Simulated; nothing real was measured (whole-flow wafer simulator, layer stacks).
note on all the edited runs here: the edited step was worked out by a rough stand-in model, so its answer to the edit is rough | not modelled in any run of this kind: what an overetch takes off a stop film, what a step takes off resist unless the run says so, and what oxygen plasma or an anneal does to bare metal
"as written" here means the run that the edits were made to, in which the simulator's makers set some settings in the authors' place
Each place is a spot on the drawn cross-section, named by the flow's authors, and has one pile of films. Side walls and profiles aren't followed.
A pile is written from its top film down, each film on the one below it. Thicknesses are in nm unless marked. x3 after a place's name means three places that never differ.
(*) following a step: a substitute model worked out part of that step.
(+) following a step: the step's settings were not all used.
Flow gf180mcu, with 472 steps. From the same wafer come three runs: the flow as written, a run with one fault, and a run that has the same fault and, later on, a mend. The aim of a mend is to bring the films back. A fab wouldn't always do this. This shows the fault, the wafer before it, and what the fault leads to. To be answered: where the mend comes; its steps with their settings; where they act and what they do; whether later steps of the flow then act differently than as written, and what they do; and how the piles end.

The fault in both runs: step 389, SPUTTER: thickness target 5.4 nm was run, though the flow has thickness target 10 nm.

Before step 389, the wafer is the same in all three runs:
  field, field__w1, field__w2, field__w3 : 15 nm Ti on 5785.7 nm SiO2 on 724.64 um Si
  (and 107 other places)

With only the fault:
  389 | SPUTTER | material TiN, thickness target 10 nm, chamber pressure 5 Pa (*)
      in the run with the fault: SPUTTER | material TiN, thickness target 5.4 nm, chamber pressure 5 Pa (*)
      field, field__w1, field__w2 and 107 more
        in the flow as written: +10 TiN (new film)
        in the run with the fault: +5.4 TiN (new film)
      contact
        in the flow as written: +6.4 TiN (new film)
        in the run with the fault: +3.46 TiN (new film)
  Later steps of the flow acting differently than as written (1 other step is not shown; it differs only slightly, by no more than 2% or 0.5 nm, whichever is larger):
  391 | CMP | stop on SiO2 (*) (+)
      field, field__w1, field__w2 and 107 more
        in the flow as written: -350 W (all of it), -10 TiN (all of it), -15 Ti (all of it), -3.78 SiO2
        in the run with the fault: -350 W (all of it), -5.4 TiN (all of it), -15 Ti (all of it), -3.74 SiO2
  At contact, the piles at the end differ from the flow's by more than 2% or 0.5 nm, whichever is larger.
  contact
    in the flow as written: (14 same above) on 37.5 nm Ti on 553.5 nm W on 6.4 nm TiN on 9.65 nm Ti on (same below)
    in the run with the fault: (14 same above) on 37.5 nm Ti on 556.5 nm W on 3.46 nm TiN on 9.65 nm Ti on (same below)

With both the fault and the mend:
  The mend follows step 389.
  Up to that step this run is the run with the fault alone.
  389a | SPUTTER | material TiN, thickness target 4.6 nm, chamber pressure 5 Pa (*) (the flow's step 389, run once more with other settings)
      field, field__w1, field__w2 and 107 more
        +4.6 TiN
      contact
        +2.94 TiN
  Later steps of the flow that are run all act as written at every place that is followed.
  At every place that both follow, the piles at the end match the flow's.
